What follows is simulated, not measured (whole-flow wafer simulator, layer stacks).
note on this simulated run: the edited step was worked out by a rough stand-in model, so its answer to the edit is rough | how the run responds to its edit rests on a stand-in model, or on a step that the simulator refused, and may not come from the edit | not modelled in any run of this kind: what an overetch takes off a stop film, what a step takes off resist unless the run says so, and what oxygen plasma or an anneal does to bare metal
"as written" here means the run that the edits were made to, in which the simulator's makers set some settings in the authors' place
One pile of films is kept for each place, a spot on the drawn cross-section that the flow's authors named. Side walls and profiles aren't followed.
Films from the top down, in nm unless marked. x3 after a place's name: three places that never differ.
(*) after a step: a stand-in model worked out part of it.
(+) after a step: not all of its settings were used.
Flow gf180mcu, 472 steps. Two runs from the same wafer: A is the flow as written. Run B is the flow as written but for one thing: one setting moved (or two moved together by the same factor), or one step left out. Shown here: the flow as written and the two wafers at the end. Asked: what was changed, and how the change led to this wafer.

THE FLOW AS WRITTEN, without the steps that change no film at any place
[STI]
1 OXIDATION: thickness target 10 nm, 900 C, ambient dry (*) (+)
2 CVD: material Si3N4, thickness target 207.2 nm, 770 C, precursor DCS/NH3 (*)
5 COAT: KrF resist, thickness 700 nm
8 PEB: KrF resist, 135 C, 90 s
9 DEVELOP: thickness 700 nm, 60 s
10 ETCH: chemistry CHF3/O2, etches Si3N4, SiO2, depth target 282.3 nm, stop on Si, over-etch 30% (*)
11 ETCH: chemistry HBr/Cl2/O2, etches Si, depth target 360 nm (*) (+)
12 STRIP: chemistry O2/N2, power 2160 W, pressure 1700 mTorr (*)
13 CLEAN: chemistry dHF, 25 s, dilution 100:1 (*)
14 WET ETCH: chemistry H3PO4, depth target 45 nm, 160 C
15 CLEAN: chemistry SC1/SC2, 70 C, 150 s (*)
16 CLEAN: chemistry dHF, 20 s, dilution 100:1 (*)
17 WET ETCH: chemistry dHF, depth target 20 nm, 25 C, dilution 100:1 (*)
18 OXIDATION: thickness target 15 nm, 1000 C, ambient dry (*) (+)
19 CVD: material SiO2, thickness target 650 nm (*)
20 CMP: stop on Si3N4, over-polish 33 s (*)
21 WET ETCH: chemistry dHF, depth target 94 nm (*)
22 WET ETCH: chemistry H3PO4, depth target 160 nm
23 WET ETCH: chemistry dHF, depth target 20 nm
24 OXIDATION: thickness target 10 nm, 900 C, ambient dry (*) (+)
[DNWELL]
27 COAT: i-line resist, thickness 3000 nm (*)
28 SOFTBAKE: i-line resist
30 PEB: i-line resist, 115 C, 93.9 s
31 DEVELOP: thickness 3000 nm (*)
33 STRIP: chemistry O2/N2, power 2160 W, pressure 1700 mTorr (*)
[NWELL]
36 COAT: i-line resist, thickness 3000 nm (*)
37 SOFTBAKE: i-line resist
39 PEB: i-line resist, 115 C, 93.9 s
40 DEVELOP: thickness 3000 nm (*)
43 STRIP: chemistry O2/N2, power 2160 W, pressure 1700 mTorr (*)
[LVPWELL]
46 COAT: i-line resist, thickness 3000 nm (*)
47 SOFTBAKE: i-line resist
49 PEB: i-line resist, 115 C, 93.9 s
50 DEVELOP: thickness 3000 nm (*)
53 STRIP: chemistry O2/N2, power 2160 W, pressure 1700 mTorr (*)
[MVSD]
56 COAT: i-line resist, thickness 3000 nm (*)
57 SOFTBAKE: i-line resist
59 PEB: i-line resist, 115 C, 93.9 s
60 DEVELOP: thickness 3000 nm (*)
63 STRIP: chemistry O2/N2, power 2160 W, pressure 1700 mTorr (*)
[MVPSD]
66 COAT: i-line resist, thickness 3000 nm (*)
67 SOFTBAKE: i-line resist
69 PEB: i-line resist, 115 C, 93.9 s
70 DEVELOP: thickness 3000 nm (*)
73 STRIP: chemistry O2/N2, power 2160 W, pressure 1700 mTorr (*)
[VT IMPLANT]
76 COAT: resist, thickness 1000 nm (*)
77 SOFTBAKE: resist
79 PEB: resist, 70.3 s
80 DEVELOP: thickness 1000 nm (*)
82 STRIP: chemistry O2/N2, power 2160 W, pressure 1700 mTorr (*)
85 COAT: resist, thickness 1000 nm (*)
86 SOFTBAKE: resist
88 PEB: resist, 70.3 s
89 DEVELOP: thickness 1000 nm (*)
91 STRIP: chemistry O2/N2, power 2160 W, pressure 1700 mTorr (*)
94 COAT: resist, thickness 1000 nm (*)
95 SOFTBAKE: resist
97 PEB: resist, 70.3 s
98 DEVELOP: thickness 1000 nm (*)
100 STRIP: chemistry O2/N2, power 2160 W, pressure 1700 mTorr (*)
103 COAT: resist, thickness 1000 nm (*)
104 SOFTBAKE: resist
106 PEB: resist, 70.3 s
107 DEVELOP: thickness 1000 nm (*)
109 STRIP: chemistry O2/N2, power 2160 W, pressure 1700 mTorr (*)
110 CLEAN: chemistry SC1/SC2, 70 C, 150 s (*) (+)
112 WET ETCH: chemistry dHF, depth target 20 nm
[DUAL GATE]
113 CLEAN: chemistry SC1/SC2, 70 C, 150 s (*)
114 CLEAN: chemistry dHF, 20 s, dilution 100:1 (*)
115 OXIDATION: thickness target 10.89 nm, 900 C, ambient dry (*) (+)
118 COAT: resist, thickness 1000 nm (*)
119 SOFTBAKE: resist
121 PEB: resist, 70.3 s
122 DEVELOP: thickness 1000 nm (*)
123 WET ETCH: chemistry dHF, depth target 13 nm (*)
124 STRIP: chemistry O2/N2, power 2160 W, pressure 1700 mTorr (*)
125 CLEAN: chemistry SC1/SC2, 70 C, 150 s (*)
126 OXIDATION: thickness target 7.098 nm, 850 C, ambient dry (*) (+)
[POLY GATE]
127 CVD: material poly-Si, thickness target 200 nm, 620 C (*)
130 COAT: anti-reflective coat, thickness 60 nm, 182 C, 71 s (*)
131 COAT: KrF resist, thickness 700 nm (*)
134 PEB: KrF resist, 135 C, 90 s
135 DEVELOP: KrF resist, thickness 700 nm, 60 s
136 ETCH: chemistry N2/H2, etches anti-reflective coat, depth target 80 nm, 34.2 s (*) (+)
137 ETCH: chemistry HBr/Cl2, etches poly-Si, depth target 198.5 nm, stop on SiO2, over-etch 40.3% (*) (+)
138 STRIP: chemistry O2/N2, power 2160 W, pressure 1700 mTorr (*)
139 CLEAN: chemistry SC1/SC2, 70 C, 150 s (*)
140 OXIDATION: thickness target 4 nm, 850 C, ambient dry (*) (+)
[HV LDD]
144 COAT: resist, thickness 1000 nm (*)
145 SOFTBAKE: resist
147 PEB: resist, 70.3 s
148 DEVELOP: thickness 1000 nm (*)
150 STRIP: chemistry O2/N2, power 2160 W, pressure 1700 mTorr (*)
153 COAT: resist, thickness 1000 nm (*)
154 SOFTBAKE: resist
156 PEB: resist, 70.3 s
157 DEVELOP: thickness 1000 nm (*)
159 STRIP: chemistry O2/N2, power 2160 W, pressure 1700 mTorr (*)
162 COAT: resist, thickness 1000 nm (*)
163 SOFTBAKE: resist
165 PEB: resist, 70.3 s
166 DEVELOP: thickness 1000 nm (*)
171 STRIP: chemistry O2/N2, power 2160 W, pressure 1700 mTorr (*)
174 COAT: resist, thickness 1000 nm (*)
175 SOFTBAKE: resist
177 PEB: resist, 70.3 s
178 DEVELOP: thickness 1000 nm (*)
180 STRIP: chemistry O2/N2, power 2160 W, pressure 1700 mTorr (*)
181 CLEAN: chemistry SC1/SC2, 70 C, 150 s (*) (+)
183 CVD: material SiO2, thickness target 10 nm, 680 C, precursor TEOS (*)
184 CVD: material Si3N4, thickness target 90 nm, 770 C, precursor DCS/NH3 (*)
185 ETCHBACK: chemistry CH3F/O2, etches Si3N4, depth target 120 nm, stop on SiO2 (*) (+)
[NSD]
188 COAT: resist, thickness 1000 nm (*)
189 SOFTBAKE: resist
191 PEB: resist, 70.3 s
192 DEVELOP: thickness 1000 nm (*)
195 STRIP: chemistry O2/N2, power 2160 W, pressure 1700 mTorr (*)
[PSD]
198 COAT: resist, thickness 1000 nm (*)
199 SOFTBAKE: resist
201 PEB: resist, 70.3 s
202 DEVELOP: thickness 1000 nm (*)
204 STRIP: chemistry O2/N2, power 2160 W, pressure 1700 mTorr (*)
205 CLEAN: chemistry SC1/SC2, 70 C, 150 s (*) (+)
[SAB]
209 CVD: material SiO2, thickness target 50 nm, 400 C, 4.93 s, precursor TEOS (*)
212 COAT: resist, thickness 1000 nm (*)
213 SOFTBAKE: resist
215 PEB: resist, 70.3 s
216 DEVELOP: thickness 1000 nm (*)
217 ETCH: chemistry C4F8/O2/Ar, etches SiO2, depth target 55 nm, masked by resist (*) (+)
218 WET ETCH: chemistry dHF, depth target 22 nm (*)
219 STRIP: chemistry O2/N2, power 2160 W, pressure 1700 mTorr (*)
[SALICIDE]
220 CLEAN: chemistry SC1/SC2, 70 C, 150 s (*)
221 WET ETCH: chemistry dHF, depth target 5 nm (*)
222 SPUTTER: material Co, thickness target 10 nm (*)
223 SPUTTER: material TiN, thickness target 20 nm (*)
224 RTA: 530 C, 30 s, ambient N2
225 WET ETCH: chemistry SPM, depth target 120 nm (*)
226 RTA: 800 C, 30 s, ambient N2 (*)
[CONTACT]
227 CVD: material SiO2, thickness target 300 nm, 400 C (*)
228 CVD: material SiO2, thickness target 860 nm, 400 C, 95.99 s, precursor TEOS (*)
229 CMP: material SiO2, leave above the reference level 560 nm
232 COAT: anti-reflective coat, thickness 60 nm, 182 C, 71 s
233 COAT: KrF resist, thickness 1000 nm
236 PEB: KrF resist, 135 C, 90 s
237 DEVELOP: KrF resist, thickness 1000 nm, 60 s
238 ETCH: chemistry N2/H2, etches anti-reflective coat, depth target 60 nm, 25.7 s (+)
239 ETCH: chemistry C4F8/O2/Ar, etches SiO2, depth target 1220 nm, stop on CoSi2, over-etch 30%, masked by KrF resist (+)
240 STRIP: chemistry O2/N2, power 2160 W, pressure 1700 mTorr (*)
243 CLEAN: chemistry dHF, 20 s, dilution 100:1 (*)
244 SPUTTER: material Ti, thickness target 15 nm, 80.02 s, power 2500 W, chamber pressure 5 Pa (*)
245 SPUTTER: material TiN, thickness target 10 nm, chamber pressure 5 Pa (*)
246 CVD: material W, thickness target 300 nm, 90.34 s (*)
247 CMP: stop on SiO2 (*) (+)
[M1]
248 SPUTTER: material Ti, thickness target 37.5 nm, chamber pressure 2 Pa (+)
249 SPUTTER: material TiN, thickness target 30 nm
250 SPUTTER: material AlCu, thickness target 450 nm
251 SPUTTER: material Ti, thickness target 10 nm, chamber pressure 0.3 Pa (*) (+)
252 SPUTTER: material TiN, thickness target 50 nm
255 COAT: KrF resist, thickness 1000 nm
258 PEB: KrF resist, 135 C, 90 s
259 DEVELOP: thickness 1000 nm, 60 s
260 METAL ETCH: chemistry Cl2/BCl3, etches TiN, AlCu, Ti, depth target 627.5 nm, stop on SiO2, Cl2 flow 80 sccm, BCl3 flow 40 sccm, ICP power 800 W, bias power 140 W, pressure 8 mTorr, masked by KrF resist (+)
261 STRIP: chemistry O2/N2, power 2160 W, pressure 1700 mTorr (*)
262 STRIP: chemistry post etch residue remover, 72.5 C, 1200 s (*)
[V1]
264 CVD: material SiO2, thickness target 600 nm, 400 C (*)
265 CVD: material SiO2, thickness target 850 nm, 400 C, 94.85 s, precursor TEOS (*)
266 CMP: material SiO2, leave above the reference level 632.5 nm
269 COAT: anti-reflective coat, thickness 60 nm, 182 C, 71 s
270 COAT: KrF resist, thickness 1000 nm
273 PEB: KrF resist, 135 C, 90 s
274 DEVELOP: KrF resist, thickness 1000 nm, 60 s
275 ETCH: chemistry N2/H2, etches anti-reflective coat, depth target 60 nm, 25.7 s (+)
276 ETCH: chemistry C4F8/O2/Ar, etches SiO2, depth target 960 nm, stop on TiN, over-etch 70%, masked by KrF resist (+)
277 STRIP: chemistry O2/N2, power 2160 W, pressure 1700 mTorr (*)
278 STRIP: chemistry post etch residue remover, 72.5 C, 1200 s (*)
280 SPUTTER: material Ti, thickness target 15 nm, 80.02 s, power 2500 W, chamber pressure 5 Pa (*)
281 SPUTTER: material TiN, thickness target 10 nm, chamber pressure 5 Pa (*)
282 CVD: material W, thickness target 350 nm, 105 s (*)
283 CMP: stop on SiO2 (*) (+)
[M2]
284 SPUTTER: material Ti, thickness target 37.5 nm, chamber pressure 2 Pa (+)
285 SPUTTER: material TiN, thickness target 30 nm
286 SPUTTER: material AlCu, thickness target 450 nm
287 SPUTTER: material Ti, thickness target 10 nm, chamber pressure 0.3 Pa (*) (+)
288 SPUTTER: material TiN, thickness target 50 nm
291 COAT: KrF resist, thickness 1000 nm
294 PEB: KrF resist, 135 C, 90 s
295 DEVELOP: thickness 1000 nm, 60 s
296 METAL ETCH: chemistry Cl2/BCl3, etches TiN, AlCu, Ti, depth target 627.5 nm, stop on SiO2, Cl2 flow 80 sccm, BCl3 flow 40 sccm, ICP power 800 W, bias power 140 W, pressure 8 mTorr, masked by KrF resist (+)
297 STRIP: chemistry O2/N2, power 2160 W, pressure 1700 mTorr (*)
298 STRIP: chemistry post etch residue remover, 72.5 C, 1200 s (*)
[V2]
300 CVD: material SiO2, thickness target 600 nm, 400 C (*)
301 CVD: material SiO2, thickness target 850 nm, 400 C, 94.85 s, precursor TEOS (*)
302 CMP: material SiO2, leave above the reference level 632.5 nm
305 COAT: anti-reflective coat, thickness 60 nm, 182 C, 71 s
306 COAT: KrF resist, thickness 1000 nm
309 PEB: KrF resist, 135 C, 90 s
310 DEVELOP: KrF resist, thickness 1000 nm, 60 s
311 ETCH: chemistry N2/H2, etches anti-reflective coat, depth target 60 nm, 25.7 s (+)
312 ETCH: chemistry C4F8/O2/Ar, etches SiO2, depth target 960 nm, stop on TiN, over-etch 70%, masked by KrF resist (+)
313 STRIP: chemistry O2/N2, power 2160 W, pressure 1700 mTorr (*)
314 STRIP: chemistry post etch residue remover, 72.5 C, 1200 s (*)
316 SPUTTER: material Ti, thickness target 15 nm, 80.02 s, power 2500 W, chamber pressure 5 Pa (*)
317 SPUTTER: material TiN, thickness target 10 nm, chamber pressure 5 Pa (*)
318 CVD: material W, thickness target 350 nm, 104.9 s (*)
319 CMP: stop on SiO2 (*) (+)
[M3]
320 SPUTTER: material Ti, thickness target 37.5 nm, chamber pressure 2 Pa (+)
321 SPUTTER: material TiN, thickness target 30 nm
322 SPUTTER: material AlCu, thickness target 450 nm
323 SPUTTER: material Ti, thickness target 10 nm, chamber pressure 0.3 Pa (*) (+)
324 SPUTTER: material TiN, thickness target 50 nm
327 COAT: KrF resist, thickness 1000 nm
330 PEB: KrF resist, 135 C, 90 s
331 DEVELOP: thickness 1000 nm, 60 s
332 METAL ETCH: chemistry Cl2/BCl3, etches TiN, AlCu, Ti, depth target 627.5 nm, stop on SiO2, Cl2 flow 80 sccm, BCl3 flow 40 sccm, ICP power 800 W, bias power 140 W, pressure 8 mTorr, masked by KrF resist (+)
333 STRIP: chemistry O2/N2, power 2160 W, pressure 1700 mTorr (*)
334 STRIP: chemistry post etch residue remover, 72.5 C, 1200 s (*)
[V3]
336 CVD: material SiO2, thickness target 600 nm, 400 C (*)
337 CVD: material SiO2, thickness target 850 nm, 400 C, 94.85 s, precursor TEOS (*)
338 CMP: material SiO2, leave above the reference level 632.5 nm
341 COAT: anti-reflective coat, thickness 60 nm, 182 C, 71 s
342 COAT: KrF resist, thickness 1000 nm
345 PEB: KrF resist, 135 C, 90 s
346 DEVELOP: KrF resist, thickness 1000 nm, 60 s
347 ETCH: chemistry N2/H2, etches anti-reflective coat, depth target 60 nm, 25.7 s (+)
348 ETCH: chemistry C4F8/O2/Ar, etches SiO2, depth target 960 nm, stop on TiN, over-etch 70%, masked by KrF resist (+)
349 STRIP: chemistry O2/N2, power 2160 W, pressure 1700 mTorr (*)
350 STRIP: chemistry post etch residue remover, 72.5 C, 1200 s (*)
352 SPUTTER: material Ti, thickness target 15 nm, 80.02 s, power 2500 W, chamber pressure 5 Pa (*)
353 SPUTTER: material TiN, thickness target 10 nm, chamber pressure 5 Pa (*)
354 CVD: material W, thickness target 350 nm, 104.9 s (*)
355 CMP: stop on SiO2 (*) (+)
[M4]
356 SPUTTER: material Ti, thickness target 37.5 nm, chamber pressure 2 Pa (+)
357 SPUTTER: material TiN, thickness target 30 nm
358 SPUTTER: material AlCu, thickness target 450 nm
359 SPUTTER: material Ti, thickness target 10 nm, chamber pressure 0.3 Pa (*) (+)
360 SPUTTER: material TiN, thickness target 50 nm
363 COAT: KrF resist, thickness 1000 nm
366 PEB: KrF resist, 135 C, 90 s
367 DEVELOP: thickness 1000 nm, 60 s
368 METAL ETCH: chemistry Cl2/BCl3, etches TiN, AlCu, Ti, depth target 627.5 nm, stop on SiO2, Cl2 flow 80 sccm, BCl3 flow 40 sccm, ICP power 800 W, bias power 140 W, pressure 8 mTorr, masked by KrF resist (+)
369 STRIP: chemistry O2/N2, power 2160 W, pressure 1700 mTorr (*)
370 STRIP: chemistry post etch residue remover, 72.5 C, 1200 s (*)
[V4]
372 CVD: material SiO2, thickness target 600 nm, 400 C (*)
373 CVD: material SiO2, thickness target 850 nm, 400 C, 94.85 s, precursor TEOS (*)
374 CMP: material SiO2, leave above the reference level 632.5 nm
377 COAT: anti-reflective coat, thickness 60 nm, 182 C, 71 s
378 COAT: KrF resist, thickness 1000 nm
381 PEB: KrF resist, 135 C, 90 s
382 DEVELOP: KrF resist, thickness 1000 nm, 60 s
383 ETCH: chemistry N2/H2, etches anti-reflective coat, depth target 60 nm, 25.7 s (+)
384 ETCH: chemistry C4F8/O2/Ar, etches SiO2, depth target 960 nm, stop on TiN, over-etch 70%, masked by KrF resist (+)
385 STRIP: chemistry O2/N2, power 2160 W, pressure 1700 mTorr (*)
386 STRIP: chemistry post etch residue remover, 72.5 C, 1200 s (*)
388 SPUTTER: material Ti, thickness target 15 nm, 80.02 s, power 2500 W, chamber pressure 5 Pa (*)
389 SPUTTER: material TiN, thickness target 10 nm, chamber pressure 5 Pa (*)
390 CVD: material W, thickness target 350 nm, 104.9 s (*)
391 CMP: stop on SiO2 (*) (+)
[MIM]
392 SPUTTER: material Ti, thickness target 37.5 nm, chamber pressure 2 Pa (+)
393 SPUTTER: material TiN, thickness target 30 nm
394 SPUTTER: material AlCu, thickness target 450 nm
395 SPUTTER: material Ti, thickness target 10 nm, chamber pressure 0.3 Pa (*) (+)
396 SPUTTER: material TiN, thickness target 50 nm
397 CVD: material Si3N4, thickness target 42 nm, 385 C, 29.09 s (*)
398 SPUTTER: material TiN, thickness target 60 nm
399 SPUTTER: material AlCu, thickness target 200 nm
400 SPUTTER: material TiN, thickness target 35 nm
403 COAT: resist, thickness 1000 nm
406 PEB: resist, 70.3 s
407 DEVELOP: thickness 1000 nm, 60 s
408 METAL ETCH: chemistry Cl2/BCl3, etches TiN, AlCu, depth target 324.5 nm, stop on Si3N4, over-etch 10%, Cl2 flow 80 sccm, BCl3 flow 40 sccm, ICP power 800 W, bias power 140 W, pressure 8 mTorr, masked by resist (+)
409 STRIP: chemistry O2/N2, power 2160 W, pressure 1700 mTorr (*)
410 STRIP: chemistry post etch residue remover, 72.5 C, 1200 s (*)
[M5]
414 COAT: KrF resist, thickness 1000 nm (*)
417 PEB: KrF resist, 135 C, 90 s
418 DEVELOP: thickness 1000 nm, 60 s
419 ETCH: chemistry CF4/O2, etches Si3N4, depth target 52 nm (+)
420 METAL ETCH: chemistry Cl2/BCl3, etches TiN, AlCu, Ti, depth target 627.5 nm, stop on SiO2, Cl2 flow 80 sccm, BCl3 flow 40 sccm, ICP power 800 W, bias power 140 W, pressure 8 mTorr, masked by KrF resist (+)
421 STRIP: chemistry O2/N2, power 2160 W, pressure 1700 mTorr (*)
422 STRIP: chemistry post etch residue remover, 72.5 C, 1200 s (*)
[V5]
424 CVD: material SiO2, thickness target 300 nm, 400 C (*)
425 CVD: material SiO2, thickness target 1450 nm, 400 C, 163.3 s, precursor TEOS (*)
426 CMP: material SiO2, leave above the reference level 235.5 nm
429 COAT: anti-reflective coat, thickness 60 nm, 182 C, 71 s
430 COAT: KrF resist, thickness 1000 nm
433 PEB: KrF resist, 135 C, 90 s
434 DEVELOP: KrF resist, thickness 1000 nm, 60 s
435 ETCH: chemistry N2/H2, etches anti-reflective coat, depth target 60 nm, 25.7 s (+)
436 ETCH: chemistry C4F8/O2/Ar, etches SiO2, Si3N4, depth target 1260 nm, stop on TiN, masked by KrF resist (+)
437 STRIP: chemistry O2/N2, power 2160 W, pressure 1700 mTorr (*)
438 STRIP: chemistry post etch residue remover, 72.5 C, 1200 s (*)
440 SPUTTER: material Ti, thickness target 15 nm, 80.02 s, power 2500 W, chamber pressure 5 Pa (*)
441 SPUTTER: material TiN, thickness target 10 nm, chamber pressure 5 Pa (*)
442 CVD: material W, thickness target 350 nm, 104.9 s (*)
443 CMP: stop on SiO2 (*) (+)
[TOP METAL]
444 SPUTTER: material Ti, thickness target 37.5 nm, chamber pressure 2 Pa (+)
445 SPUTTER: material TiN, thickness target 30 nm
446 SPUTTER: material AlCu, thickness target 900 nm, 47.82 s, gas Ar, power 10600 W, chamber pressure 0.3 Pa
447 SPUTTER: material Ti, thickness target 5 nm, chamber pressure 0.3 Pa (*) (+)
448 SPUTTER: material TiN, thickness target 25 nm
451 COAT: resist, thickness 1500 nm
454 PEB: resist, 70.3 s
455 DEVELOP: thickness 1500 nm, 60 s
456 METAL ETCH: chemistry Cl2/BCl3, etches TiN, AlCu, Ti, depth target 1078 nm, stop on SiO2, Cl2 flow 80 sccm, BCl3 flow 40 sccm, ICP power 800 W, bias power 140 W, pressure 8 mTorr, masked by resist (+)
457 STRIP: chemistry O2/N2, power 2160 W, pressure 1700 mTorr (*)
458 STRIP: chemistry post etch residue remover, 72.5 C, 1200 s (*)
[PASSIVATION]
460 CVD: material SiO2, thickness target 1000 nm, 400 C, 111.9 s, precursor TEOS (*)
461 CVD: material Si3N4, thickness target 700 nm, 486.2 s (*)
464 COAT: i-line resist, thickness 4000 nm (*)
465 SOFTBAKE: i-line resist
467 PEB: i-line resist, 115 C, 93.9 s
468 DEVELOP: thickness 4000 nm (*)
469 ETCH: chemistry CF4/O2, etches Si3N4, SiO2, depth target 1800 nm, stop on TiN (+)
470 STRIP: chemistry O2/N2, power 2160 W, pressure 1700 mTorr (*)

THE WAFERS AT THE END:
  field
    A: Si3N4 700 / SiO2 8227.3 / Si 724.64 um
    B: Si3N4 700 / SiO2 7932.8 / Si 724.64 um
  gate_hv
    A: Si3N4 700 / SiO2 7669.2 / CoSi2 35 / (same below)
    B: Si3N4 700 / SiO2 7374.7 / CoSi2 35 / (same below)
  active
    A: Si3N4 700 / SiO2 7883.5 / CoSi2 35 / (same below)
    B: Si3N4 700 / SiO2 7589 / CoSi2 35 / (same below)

The cause: step 460, CVD: thickness target 700 nm was run, where the flow has thickness target 1000 nm; step 460, CVD: 78.36 s was run, where the flow has 111.9 s.

How the change led to this, step by step:
  460 CVD: material SiO2, thickness target 1000 nm, 400 C, 111.9 s, precursor TEOS (*)
      field, field__w1, field__w2 and 103 more: A SiO2 +1000 | B SiO2 +705.5
      field__w8, contact, m1, m1__w1, pad, m1_nw: A SiO2 +1000 (new film) | B SiO2 +705.5 (new film)
  465 SOFTBAKE: i-line resist
      gate: A i-line resist +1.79 | B i-line resist -0.33
      ld_acc_p, ld_fp_p, ld_drift_p: A i-line resist +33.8 | B i-line resist +27
      (and at 57 more places)
  469 ETCH: chemistry CF4/O2, etches Si3N4, SiO2, depth target 1800 nm, stop on TiN (+)
      pad: A Si3N4 -700 (all of it), SiO2 -1000 (all of it) | B Si3N4 -700 (all of it), SiO2 -705.5 (all of it)
